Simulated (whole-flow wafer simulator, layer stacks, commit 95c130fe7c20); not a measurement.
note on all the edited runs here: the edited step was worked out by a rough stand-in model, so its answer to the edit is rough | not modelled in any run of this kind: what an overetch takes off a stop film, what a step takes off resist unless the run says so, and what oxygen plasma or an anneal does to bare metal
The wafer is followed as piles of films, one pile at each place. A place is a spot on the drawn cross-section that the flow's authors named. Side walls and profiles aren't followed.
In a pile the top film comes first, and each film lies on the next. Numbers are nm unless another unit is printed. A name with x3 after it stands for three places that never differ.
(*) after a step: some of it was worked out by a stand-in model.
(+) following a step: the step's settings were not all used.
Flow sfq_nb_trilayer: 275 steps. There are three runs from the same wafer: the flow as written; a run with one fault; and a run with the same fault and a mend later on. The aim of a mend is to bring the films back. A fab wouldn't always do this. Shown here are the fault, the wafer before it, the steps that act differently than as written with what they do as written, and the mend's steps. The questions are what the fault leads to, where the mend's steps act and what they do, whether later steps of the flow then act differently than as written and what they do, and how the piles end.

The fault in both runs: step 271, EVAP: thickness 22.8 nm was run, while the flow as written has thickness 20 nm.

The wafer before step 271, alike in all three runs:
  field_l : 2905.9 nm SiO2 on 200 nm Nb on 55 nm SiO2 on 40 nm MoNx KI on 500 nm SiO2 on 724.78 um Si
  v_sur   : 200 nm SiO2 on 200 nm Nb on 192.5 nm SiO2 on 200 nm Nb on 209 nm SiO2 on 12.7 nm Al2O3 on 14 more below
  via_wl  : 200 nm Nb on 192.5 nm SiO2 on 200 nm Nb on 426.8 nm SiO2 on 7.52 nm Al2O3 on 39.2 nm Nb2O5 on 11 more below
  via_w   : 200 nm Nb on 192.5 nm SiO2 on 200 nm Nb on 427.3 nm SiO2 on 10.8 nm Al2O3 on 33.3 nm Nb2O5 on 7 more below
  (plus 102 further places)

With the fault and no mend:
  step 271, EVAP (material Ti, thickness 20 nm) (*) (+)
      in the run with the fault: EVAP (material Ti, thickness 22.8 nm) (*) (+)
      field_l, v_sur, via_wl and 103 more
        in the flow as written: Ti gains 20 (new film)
        in the run with the fault: Ti gains 22.8 (new film)
  Steps later in the flow that act otherwise than as written:
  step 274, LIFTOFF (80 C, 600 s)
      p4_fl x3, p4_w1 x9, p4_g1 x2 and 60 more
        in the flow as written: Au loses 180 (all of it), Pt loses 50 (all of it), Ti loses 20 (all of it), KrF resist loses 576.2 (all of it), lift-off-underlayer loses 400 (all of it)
        in the run with the fault: Au loses 180 (all of it), Pt loses 50 (all of it), Ti loses 22.8 (all of it), KrF resist loses 576.2 (all of it), lift-off-underlayer loses 400 (all of it)
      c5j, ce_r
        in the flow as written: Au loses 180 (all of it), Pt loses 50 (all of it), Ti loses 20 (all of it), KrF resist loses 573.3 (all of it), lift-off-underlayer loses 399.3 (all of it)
        in the run with the fault: Au loses 180 (all of it), Pt loses 50 (all of it), Ti loses 22.8 (all of it), KrF resist loses 573.3 (all of it), lift-off-underlayer loses 399.3 (all of it)
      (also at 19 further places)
  By the end, the piles at field_l, v_sur, via_wl and 8 more depart from the flow's by more than 2% or 0.5 nm, whichever is larger.
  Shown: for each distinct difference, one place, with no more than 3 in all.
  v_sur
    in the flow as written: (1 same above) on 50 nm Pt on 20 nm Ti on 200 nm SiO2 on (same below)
    in the run with the fault: (1 same above) on 50 nm Pt on 22.8 nm Ti on 200 nm SiO2 on (same below)
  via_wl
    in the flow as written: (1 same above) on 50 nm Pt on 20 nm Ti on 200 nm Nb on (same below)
    in the run with the fault: (1 same above) on 50 nm Pt on 22.8 nm Ti on 200 nm Nb on (same below)
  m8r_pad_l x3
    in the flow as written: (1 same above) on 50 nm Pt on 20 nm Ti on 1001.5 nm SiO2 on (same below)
    in the run with the fault: (1 same above) on 50 nm Pt on 22.8 nm Ti on 1001.5 nm SiO2 on (same below)

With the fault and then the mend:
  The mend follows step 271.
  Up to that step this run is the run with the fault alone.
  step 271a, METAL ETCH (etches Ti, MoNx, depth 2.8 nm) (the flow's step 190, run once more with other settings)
      field_l, v_sur, via_wl and 103 more
        Ti loses 2.8
  Every later step of the flow that is run acts as written at every place that is followed.
  At every place that both follow, the piles at the end match the flow's.
